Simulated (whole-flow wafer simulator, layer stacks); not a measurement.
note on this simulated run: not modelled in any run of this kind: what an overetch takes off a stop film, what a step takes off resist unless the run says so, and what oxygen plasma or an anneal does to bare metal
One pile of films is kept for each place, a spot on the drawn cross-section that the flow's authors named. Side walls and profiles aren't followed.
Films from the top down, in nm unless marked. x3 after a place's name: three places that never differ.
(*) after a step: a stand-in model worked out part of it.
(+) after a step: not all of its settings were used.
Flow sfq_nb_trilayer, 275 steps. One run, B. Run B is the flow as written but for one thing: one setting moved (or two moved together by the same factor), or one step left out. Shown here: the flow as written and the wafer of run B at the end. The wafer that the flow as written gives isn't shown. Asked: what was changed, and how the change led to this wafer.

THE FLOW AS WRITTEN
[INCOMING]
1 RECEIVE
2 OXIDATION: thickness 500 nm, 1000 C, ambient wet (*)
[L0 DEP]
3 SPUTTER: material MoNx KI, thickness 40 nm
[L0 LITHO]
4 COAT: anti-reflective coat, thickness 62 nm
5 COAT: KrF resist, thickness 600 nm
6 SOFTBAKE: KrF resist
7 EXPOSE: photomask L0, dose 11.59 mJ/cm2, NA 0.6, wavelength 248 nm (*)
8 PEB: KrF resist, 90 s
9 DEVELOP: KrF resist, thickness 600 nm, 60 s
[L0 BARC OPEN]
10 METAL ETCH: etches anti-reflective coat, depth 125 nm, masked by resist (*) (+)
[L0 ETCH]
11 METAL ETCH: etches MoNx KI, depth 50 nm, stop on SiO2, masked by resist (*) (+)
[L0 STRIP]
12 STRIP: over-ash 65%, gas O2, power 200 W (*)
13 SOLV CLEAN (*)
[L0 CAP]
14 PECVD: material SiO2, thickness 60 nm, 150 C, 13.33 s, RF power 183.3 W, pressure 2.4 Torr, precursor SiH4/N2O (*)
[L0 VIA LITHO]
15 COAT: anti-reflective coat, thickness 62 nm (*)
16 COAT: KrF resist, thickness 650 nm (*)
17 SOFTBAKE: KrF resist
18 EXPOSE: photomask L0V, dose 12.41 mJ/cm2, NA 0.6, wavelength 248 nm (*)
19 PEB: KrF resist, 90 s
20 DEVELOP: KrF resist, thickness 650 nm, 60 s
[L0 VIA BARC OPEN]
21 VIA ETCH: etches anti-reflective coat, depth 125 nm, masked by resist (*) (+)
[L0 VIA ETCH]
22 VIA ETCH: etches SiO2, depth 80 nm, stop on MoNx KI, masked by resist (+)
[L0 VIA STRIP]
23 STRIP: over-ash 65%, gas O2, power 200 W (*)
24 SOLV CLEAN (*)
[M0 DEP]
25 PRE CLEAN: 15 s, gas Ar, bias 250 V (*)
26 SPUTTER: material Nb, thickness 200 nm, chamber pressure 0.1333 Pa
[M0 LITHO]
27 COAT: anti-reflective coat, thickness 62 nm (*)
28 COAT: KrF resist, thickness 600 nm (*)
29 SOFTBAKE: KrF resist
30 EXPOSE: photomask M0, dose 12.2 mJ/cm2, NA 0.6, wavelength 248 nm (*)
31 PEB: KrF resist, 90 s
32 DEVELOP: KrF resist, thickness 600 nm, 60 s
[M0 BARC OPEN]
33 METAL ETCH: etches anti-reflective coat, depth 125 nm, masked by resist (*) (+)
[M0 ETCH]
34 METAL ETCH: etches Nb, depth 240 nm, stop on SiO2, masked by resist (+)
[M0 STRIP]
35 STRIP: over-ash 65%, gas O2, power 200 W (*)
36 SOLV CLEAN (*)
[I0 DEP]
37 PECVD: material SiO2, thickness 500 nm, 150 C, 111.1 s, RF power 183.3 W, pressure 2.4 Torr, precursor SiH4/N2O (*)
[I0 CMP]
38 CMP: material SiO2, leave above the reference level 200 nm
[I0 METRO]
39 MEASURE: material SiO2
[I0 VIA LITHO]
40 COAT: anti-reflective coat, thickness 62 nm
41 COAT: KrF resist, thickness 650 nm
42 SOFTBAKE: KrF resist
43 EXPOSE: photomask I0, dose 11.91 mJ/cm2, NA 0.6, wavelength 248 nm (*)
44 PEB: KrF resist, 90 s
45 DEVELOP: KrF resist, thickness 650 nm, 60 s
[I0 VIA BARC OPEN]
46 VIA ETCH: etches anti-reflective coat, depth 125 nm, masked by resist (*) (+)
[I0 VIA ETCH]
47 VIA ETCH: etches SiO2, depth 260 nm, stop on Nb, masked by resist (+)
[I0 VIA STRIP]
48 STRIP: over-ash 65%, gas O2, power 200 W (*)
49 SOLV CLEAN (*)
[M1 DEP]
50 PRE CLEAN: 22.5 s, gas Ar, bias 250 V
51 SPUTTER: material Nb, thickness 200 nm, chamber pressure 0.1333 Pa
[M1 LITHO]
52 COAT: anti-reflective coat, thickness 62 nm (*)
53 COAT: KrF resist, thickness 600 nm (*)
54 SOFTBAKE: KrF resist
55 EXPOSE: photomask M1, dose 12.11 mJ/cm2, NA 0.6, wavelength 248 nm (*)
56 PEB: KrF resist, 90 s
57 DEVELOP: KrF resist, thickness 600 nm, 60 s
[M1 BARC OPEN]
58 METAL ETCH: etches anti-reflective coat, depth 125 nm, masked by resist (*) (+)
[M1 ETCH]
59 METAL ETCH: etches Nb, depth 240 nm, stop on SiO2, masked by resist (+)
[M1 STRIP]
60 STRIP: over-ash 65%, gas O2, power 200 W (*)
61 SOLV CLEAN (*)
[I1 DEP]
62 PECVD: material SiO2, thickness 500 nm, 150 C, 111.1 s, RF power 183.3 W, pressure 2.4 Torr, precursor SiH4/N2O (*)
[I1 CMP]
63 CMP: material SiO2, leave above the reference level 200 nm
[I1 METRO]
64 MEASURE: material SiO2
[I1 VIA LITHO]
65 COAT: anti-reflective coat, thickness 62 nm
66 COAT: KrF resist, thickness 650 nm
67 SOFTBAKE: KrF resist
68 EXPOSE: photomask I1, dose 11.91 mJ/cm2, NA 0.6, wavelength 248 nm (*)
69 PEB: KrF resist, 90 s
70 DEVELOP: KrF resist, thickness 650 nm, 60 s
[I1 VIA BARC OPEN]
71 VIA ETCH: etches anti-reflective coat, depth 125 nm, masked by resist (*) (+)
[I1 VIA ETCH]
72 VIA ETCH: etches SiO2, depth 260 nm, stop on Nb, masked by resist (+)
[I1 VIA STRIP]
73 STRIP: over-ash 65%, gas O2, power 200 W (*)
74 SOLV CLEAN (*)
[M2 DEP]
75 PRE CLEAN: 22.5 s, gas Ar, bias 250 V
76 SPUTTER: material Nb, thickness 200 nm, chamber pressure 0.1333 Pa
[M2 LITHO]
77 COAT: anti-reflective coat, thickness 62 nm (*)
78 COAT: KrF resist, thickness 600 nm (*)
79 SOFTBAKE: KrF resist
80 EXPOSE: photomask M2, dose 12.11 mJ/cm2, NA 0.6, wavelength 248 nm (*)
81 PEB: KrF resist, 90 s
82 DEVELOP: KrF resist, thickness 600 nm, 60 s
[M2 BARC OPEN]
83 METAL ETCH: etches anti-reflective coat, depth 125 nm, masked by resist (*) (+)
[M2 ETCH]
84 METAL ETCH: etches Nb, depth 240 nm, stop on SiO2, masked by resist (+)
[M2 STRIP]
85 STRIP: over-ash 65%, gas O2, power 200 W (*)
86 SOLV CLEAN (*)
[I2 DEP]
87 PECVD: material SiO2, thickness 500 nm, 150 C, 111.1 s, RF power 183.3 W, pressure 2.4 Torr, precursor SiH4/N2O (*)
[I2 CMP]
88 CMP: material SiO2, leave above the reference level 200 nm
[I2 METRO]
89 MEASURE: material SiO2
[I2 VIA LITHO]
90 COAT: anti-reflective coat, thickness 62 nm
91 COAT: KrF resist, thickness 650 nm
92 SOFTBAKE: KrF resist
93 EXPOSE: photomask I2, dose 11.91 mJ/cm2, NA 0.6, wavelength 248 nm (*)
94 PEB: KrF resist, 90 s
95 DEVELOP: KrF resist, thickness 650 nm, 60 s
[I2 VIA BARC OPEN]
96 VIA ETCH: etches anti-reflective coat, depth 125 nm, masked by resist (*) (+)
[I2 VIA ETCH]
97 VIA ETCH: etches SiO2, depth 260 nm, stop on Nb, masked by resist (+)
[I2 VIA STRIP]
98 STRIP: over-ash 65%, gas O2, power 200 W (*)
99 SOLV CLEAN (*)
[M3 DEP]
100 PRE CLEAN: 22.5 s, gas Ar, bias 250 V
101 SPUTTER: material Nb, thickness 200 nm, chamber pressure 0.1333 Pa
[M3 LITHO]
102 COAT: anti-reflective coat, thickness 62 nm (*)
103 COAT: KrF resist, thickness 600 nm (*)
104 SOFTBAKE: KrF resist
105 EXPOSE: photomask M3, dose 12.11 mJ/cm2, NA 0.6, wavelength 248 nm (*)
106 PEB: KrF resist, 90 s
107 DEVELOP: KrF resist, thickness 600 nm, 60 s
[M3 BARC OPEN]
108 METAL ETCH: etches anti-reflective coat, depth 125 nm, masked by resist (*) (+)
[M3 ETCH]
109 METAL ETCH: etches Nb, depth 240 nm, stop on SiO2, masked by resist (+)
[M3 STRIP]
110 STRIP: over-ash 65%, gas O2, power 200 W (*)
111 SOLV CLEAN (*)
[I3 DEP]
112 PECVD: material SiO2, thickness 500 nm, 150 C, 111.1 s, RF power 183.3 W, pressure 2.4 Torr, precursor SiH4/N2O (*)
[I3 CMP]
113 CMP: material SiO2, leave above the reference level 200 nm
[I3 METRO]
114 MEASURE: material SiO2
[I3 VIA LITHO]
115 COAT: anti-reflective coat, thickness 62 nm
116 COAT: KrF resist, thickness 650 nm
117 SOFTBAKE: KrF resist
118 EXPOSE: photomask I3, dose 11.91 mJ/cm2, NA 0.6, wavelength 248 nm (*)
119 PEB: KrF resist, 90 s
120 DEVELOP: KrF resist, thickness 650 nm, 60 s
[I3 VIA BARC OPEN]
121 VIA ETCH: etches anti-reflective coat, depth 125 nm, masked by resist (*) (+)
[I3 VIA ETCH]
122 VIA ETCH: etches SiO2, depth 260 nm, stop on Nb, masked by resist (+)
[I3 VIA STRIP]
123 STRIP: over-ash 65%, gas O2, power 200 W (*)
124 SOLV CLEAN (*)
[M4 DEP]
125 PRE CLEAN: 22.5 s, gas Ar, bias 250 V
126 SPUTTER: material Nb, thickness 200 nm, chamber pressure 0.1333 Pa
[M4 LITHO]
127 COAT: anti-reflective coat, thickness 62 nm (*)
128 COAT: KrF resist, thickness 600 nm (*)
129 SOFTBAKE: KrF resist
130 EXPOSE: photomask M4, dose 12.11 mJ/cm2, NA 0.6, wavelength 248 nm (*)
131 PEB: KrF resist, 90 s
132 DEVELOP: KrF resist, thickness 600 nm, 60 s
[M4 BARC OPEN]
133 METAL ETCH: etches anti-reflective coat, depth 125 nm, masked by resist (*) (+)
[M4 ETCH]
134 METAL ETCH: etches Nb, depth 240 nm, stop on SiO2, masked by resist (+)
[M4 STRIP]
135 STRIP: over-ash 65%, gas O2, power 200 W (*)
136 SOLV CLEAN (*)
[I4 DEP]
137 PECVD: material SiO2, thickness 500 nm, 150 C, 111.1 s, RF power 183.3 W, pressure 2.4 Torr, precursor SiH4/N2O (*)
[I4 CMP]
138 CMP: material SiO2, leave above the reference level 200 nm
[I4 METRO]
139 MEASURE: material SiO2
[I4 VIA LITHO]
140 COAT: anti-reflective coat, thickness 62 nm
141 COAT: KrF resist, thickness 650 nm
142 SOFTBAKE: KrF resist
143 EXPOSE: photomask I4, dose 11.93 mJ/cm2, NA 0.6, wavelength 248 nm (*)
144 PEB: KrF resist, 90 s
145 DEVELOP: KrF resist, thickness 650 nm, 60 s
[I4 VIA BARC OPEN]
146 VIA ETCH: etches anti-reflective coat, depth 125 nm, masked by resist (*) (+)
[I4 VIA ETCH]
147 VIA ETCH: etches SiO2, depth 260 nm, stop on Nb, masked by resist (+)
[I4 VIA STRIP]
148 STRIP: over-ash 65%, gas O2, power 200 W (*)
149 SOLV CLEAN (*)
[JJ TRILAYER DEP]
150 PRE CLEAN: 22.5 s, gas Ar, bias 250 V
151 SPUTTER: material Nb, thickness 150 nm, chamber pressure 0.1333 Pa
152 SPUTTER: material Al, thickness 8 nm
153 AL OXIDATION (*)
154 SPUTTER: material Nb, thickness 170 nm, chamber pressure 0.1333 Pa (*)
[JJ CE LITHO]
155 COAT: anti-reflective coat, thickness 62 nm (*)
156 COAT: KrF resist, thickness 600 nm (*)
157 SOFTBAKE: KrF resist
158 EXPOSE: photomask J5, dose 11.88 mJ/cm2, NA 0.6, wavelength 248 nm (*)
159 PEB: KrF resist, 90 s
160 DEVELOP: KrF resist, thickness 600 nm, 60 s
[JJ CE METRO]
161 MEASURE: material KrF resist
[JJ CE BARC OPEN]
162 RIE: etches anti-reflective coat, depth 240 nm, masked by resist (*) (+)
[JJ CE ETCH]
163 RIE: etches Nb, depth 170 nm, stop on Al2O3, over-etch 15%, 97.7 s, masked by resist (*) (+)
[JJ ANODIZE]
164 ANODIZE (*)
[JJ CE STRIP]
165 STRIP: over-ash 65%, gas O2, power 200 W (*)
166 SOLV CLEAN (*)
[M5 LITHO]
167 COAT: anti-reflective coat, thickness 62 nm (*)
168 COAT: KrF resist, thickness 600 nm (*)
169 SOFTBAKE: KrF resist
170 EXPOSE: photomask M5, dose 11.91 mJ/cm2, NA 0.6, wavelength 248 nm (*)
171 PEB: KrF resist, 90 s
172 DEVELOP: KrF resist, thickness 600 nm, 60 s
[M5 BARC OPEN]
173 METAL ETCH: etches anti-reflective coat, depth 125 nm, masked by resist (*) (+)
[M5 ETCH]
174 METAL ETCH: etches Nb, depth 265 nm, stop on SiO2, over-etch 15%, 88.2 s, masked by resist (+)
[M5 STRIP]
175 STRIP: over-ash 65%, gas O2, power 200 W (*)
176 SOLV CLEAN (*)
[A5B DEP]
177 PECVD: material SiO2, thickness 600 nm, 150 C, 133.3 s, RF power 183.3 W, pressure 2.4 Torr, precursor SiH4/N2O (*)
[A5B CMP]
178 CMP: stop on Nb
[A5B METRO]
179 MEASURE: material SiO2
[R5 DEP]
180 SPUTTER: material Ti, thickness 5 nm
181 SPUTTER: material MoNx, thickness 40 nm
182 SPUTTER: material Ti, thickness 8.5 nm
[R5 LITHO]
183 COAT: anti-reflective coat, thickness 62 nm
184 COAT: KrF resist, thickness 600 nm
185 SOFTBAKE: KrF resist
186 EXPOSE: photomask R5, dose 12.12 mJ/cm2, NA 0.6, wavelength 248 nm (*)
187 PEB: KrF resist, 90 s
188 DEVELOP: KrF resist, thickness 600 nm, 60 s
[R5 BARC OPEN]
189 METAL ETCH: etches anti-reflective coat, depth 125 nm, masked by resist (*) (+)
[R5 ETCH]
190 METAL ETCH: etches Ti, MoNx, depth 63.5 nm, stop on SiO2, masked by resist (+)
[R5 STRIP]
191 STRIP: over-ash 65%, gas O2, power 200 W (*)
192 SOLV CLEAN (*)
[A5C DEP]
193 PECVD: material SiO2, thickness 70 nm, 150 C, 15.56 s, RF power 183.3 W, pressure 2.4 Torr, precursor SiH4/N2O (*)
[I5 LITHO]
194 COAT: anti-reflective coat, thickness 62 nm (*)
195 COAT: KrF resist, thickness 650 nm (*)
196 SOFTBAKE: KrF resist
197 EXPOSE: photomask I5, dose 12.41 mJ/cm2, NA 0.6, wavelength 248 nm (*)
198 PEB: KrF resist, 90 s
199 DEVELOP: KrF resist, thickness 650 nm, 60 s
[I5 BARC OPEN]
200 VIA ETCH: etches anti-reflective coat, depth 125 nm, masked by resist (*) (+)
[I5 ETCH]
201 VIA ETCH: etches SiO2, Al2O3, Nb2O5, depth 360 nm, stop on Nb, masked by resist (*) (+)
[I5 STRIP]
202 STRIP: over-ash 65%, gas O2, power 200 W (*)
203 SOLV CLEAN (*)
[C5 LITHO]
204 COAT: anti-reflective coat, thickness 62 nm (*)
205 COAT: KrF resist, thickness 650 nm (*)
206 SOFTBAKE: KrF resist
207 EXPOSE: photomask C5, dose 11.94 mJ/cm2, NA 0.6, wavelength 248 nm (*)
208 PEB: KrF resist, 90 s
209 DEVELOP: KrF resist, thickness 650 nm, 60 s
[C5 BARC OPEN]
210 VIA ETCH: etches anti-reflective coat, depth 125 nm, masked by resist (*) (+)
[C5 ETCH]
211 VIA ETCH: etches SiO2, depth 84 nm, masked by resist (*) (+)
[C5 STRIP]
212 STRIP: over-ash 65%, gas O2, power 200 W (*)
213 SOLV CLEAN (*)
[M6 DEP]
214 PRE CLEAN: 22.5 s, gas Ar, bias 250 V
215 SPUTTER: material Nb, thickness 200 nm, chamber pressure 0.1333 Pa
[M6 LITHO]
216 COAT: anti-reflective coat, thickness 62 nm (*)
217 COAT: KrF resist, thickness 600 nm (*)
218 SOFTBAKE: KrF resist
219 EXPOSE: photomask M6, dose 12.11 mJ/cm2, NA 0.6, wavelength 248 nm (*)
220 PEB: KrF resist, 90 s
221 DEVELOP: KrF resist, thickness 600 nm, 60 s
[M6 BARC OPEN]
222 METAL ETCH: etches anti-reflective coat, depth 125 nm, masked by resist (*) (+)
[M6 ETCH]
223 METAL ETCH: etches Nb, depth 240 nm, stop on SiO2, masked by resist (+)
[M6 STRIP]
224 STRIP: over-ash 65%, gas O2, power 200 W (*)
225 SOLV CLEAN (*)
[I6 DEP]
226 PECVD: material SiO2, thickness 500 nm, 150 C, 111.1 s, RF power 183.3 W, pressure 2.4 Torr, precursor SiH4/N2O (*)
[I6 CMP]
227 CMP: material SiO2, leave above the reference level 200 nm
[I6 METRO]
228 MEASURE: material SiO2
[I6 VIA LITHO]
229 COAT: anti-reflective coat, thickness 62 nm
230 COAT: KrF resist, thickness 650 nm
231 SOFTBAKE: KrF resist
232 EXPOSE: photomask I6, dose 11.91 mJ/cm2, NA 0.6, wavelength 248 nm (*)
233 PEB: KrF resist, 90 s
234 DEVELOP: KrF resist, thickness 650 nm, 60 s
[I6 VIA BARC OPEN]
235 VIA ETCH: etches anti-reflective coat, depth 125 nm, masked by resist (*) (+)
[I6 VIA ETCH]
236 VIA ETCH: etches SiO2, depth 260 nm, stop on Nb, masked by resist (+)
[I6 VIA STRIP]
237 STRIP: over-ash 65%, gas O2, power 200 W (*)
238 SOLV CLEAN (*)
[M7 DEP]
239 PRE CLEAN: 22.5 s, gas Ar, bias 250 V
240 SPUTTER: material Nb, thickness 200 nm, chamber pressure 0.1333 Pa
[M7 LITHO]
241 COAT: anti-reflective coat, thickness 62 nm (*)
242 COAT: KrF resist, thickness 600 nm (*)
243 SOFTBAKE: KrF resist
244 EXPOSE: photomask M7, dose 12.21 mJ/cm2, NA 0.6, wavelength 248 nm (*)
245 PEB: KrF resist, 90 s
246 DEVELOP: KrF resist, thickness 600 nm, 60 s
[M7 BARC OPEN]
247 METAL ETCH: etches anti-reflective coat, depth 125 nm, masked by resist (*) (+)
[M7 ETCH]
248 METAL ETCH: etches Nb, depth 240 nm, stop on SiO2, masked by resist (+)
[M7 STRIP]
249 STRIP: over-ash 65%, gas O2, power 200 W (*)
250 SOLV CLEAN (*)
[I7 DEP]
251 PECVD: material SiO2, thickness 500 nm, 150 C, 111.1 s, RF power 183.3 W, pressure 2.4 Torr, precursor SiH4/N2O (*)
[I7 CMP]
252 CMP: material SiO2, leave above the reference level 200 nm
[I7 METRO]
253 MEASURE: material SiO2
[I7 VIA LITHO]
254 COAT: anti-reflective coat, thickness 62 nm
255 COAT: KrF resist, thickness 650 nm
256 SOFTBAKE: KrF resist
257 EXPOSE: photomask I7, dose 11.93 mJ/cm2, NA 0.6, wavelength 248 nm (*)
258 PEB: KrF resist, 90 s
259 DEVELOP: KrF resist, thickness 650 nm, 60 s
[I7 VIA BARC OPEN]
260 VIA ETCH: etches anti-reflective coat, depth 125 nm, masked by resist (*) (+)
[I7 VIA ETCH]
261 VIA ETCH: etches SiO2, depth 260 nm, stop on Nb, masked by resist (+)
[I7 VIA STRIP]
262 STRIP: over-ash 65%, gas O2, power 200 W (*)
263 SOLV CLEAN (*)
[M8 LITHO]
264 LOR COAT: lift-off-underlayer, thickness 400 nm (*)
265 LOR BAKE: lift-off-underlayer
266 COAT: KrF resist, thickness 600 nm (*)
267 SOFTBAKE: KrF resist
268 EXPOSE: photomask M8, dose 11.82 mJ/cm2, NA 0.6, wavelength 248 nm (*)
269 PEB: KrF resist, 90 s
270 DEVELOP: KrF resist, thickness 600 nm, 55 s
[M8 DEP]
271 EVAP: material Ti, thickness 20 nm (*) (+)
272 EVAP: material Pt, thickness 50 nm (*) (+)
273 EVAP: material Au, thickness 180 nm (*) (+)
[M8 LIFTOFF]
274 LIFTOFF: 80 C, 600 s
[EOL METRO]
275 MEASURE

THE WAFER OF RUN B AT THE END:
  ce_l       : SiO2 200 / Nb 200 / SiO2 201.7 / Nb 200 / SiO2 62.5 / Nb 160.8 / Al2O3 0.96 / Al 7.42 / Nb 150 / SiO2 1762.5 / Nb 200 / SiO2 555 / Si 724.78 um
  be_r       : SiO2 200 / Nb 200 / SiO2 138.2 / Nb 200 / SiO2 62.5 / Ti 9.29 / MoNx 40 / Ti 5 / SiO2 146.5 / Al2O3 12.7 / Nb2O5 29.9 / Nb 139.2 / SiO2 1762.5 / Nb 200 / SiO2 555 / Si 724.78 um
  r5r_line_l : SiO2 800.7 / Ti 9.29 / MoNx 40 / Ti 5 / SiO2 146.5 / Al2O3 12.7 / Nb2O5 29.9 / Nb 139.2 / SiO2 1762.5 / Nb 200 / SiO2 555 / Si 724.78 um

The cause: step 182, SPUTTER: thickness 9.285 nm was run, where the flow has thickness 8.5 nm.
It can be read off the wafer: be_r has Ti 9.29, and step 182 as written asks for 8.5 nm.

How the change led to this, step by step:
  182 SPUTTER: material Ti, thickness 8.5 nm
      field_l, v_sur, via_wl and 103 more: Ti +9.29 (new film) (as written it would be: Ti +8.5 (new film))
  190 METAL ETCH: etches Ti, MoNx, depth 63.5 nm, stop on SiO2, masked by resist (+)
      field_l, v_sur, via_wl and 92 more: Ti -9.29 (all of it), MoNx -40 (all of it), Ti -5 (all of it) (as written it would be: Ti -8.5 (all of it), MoNx -40 (all of it), Ti -5 (all of it))
      ce_l, c5j, ce_r, wl_jj: Ti -9.29 (all of it), MoNx -40 (all of it), Ti -5 (all of it), Nb -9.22 (as written it would be: Ti -8.5 (all of it), MoNx -40 (all of it), Ti -5 (all of it), Nb -10)
